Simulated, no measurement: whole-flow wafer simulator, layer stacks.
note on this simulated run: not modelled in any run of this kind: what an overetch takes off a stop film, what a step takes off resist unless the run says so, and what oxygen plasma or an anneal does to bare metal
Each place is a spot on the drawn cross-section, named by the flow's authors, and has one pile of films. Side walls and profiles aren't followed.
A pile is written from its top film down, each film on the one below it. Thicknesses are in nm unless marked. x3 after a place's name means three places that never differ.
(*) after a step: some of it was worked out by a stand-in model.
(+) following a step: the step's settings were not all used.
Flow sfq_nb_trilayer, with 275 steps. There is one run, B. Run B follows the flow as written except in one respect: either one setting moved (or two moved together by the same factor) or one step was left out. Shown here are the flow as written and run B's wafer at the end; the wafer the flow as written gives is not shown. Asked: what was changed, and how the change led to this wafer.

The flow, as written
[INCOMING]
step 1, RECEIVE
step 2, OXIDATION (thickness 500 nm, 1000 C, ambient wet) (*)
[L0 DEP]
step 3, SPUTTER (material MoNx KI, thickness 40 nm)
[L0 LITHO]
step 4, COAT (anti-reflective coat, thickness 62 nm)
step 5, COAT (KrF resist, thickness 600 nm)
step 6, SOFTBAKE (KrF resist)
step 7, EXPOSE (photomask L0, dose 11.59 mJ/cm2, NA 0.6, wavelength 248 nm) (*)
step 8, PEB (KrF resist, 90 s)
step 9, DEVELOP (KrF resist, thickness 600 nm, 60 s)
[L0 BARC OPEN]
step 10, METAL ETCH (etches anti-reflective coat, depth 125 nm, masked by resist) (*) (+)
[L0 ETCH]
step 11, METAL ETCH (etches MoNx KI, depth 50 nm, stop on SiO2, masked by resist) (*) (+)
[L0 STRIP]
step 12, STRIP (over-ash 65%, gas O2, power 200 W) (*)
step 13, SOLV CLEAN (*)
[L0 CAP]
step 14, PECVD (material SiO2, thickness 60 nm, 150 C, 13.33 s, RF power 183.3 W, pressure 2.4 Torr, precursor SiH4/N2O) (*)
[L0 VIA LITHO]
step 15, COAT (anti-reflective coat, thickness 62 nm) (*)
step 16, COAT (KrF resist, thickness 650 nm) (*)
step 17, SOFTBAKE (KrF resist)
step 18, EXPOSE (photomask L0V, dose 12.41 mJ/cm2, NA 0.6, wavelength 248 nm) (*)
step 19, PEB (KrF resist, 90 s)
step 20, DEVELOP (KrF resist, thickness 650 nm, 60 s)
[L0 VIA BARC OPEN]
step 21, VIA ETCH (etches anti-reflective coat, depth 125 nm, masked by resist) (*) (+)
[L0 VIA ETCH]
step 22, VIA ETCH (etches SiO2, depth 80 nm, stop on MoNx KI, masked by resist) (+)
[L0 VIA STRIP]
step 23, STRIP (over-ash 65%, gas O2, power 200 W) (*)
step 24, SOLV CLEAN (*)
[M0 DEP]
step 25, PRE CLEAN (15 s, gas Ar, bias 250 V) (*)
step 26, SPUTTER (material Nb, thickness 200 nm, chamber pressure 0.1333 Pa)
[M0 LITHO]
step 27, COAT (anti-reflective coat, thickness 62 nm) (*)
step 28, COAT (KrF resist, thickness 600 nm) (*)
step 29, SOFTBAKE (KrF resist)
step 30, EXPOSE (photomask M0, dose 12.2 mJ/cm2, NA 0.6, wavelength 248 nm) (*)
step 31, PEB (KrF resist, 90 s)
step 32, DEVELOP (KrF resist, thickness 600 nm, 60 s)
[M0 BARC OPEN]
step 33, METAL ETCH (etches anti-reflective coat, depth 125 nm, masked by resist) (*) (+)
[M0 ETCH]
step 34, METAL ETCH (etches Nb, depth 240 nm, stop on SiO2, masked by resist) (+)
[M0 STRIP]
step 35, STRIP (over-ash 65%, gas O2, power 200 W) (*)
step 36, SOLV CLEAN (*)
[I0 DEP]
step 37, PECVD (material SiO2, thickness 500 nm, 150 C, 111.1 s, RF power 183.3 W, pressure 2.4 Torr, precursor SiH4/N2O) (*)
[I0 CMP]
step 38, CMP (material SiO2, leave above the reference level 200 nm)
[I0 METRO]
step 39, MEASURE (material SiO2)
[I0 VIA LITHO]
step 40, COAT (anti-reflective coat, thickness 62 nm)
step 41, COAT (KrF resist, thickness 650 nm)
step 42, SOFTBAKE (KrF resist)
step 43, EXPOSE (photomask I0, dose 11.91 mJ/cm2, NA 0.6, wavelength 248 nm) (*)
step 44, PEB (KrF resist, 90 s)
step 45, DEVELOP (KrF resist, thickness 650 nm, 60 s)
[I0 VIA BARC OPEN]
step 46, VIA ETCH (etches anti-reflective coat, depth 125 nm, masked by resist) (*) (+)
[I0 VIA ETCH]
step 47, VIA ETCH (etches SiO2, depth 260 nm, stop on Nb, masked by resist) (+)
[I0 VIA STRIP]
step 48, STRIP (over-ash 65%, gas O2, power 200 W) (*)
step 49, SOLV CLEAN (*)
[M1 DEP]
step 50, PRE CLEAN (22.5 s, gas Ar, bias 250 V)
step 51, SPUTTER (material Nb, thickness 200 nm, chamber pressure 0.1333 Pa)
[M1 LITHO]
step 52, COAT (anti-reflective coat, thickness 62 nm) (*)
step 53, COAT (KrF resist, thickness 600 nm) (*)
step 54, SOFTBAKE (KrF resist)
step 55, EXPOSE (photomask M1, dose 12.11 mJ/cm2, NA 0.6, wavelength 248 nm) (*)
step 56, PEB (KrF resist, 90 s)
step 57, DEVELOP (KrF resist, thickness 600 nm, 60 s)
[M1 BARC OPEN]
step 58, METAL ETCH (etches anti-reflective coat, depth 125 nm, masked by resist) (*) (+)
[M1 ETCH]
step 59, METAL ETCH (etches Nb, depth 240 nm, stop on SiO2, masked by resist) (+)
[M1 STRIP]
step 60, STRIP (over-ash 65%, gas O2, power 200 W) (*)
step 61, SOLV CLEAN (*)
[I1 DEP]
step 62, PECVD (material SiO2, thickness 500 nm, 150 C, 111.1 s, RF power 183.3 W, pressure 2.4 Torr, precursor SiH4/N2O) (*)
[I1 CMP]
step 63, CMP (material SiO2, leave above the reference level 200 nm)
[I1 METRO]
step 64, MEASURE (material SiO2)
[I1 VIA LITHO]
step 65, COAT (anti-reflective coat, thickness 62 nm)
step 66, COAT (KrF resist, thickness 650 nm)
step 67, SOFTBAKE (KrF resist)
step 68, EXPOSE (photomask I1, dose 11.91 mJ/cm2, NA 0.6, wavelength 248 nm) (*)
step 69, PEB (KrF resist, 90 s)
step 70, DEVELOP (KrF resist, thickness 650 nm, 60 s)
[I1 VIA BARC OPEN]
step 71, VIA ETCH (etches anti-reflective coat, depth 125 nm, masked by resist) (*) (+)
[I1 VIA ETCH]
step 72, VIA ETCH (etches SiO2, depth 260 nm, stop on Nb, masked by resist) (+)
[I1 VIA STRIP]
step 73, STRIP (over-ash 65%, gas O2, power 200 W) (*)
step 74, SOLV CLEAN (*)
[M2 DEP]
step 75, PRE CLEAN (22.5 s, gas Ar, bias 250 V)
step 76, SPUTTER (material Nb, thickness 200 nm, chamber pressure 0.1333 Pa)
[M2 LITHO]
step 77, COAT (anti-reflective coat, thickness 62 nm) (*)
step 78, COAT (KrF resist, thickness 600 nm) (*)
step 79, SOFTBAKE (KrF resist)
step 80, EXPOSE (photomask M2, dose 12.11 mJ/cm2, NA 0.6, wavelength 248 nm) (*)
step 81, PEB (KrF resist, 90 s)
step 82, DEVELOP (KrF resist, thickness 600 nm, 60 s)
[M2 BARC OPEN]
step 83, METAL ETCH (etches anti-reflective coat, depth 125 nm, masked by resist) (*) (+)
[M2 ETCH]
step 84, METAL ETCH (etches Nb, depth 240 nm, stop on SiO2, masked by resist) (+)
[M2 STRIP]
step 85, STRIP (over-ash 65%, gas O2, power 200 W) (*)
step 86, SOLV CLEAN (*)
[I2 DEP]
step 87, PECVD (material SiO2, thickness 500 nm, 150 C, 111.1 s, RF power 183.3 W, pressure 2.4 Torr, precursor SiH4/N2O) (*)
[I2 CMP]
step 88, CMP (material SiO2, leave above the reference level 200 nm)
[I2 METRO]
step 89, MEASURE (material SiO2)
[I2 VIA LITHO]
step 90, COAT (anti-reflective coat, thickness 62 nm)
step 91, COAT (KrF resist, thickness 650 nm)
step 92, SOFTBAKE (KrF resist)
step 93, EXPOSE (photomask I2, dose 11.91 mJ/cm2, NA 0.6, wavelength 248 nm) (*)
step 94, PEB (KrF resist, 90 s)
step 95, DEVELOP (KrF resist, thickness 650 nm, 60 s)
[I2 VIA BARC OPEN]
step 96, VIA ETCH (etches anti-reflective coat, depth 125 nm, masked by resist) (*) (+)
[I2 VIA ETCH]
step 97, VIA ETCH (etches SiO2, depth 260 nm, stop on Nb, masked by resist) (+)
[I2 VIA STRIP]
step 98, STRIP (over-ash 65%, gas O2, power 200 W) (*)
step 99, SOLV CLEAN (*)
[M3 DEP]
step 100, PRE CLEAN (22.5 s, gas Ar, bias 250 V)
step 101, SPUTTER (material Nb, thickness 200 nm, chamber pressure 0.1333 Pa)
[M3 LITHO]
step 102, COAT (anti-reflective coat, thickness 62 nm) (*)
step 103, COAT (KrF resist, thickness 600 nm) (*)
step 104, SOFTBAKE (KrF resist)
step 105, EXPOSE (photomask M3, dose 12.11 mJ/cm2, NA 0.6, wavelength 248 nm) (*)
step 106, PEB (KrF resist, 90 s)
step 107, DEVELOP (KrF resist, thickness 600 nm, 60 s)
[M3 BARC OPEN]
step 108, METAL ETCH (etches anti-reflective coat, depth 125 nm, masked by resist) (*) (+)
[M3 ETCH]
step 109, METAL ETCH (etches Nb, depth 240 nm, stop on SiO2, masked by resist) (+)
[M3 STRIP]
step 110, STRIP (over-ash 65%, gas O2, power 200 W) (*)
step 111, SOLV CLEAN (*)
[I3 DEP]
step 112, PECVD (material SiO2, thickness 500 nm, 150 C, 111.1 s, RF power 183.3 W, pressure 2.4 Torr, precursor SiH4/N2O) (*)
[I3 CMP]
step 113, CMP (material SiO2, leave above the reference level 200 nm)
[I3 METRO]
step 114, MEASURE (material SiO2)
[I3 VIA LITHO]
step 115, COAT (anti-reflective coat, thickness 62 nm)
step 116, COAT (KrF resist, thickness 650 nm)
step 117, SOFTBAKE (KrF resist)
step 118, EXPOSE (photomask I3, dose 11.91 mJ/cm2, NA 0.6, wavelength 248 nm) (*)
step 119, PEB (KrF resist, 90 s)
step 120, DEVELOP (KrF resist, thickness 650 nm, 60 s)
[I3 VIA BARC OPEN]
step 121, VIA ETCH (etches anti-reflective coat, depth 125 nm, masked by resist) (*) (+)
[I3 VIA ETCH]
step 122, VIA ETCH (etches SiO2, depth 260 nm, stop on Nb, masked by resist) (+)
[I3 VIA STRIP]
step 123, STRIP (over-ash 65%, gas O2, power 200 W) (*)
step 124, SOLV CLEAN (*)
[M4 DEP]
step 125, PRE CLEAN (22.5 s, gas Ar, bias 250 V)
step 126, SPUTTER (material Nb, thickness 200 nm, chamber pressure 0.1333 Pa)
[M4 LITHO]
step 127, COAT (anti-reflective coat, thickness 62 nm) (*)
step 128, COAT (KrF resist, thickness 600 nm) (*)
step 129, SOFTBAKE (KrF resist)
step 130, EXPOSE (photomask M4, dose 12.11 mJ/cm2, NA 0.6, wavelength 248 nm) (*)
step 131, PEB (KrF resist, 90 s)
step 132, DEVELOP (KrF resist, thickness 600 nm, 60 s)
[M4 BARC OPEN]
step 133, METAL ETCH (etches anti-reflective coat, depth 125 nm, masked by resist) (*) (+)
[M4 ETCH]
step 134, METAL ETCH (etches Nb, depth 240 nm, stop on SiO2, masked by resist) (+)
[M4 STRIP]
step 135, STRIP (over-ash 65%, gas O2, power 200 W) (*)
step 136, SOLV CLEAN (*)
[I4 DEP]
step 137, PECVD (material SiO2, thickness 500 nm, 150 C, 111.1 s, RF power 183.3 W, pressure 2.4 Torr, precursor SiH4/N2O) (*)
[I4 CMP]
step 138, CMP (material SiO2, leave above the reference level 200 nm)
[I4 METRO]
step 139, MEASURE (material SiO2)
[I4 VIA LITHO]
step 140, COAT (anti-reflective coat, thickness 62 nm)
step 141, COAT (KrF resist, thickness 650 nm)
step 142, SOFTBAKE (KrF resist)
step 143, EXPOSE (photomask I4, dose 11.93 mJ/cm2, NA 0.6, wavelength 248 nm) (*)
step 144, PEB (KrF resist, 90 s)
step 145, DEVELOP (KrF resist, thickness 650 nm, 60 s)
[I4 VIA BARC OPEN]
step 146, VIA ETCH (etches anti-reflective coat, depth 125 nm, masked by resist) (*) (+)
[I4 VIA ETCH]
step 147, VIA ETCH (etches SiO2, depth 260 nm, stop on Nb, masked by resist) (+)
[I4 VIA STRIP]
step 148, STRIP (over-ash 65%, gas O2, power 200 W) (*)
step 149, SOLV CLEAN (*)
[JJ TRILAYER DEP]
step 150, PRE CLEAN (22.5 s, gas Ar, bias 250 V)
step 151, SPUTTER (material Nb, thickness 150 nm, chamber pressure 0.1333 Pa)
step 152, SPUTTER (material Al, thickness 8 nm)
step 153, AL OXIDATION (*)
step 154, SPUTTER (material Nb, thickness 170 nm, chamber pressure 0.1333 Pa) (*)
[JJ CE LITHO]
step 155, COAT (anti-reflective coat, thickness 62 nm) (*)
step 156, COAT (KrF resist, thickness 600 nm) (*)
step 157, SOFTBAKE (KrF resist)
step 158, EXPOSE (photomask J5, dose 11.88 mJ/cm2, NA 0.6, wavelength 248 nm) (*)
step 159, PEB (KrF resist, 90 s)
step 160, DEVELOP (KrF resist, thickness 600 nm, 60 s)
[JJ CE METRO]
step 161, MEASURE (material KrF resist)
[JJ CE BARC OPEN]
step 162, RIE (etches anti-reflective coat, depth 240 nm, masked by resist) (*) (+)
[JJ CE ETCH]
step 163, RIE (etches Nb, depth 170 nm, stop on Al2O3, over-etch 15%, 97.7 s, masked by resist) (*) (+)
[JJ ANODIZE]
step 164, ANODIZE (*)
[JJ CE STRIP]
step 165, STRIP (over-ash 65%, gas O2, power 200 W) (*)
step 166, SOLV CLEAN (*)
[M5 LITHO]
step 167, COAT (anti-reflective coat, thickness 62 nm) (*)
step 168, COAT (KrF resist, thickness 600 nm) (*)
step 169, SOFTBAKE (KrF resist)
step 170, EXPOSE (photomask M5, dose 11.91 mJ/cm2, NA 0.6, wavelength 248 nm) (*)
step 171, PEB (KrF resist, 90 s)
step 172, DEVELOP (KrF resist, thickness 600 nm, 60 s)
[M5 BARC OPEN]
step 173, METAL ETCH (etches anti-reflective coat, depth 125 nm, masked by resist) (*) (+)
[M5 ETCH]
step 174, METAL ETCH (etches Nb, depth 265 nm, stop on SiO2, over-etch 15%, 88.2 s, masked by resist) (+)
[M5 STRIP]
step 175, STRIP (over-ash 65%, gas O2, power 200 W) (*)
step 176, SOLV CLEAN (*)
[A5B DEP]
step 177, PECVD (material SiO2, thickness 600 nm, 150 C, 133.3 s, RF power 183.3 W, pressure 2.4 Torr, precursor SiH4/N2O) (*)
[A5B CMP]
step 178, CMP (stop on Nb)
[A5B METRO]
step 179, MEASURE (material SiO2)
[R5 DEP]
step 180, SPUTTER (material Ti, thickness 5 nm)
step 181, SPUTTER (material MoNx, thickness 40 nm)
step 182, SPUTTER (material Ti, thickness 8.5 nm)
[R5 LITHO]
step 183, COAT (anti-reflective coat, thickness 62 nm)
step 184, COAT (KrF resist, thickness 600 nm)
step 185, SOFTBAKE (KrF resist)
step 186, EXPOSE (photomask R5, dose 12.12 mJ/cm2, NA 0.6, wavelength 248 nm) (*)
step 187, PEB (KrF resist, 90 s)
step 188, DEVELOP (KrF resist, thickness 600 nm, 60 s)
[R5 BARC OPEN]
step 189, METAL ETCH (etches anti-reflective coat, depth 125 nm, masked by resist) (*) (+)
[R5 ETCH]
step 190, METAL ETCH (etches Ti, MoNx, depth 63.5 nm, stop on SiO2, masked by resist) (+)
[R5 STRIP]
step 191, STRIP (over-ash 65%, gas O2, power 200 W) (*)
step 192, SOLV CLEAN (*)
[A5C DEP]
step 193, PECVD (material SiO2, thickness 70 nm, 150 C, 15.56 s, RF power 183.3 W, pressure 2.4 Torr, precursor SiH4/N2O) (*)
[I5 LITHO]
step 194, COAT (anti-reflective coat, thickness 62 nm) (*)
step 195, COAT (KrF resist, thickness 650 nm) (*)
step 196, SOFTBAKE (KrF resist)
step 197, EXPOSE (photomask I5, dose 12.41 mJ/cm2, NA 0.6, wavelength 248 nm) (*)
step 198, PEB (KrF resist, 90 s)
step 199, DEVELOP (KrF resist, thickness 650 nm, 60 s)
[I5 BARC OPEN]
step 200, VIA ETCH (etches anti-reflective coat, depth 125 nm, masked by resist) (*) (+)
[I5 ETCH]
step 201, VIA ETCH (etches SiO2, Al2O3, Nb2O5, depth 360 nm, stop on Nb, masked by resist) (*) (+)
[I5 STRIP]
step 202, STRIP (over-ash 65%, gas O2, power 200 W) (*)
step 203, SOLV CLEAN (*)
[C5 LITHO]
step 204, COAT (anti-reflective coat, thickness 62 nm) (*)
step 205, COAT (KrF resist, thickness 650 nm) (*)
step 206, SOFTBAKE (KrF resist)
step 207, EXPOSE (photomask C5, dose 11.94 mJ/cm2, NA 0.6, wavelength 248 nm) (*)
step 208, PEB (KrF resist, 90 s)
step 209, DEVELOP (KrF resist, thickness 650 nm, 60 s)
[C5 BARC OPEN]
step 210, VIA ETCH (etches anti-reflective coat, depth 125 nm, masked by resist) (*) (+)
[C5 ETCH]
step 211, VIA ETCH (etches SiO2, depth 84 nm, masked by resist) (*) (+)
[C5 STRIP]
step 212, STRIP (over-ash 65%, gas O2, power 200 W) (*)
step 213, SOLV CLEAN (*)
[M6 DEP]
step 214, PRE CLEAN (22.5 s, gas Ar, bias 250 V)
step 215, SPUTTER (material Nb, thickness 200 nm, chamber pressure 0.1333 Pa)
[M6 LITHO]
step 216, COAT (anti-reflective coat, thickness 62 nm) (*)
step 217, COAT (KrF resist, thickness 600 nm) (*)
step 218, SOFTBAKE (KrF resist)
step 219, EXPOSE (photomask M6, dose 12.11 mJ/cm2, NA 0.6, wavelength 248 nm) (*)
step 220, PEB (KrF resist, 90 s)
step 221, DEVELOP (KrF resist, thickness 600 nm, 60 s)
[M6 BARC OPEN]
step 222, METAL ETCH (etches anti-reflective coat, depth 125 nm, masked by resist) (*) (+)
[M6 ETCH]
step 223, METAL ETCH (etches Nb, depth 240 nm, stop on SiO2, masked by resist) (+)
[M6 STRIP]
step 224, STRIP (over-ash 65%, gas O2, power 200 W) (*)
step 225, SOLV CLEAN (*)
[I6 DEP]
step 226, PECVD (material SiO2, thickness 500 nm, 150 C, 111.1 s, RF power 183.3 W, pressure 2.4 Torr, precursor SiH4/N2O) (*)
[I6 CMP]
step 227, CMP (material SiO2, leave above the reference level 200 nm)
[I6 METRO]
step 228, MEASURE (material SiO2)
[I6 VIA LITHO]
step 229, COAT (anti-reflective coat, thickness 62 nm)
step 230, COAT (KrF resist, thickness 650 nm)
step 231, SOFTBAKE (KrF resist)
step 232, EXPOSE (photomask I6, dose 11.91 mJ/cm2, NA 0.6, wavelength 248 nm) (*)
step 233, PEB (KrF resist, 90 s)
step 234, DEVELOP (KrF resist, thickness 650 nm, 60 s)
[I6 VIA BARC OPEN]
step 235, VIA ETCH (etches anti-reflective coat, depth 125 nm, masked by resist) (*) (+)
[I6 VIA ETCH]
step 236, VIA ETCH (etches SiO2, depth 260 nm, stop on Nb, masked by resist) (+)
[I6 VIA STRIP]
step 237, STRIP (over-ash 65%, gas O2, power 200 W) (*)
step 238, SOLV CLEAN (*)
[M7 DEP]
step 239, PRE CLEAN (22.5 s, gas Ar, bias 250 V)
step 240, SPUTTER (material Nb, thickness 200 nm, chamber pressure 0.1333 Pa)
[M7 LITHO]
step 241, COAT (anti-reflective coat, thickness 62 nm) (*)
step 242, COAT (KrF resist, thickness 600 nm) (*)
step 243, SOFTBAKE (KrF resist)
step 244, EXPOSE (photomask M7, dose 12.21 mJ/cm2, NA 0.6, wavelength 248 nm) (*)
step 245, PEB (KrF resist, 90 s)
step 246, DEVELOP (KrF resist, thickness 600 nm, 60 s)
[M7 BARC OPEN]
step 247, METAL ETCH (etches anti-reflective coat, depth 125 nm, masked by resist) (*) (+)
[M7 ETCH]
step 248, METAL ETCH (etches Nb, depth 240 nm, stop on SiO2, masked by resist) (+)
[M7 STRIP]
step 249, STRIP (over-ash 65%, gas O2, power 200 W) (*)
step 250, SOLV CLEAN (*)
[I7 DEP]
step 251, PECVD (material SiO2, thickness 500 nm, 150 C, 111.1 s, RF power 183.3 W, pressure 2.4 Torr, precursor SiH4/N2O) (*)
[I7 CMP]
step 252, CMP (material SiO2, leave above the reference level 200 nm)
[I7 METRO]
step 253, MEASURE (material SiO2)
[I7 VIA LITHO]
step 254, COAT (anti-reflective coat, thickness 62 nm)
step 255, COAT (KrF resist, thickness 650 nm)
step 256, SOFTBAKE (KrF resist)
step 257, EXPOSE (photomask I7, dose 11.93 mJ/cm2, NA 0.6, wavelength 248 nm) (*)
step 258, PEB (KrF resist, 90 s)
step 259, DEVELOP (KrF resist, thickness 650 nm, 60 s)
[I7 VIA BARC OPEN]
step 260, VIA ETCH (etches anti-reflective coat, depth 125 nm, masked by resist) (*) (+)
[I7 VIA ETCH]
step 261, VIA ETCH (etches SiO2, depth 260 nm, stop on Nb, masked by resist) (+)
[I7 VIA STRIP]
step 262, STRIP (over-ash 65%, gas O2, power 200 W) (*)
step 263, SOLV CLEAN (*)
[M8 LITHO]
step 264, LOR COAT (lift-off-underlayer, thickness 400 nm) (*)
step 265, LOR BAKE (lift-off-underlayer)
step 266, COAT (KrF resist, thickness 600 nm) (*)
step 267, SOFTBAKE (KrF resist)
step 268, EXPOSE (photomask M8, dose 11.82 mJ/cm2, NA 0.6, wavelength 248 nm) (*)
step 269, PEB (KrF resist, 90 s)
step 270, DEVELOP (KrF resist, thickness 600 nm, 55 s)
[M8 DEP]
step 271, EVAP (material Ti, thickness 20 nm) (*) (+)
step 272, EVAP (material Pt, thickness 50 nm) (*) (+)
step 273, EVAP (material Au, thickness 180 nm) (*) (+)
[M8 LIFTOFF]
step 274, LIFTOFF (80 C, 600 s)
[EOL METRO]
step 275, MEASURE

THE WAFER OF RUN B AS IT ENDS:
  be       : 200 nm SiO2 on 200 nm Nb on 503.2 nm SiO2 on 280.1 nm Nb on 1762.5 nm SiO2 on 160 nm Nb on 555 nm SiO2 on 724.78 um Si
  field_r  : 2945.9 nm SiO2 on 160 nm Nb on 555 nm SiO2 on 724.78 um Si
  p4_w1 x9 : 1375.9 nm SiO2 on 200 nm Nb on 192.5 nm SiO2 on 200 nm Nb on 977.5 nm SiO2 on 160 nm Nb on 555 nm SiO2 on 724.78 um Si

Cause: step 26, SPUTTER: thickness 160 nm was run, though the flow has thickness 200 nm.
One can read it off the wafer: be has Nb 160, and step 26 as written asks for 200 nm.

Step by step, how the change led to this:
  step 26, SPUTTER (material Nb, thickness 200 nm, chamber pressure 0.1333 Pa)
      field_l, v_sur, via_wl and 102 more: Nb gains 160 (new film) (it would be, as written: Nb gains 200 (new film))
      l0v: Nb gains 155.8 (new film) (it would be, as written: Nb gains 195.7 (new film))
  step 34, METAL ETCH (etches Nb, depth 240 nm, stop on SiO2, masked by resist) (+)
      moat, m0r_space_l x2: Nb loses 160 (all of it) (it would be, as written: Nb loses 200 (all of it))
  step 37, PECVD (material SiO2, thickness 500 nm, 150 C, 111.1 s, RF power 183.3 W, pressure 2.4 Torr, precursor SiH4/N2O) (*)
      moat, m0r_space_l x2: SiO2 gains 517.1 (it would be, as written: SiO2 gains 557.1)
